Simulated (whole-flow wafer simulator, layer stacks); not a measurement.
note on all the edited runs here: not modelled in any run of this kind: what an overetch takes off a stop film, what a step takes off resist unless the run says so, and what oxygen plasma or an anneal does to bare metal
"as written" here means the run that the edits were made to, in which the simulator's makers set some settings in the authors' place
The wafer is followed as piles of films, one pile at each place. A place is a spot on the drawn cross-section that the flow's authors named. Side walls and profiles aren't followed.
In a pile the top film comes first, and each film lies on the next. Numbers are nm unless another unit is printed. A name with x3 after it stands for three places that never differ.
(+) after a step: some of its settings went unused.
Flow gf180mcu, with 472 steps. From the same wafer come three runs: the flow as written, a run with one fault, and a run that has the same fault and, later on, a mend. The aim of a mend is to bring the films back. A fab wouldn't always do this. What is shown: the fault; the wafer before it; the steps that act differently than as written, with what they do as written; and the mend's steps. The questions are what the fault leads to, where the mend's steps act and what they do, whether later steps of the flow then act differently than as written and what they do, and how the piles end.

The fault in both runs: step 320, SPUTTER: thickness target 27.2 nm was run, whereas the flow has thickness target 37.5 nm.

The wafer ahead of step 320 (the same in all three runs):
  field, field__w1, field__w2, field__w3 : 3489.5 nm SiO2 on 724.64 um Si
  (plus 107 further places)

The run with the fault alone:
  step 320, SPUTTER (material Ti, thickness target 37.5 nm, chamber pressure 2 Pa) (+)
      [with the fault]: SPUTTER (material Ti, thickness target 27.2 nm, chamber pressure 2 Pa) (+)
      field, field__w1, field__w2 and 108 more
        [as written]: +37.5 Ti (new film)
        [with the fault]: +27.2 Ti (new film)
  Later steps of the flow acting differently than as written:
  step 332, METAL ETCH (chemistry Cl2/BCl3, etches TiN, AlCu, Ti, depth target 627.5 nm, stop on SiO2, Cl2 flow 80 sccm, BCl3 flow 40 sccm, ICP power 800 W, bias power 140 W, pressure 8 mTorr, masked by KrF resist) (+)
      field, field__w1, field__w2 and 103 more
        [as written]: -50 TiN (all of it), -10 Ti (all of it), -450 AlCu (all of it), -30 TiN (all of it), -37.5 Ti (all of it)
        [with the fault]: -50 TiN (all of it), -10 Ti (all of it), -450 AlCu (all of it), -30 TiN (all of it), -27.2 Ti (all of it)
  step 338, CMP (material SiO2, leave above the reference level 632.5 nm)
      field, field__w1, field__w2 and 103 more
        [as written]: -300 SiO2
        [with the fault]: -310.3 SiO2
  At field__w8, contact, m1, m1__w1, m1_nw, the piles at the end differ from the flow's by more than 2% or 0.5 nm, whichever is larger.
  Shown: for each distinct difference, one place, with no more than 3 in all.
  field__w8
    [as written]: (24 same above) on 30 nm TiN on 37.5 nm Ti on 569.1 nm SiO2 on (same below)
    [with the fault]: (24 same above) on 30 nm TiN on 27.2 nm Ti on 569.1 nm SiO2 on (same below)
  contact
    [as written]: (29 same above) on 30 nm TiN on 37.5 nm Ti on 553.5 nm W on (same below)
    [with the fault]: (29 same above) on 30 nm TiN on 27.2 nm Ti on 553.5 nm W on (same below)

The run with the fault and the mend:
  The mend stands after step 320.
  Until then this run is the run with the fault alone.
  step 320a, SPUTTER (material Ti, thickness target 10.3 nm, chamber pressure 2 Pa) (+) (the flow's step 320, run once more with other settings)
      field, field__w1, field__w2 and 108 more
        +10.3 Ti
  Every later step of the flow that is run acts as written at every place that is followed.
  By the end, the piles equal the flow's at every place that both follow.
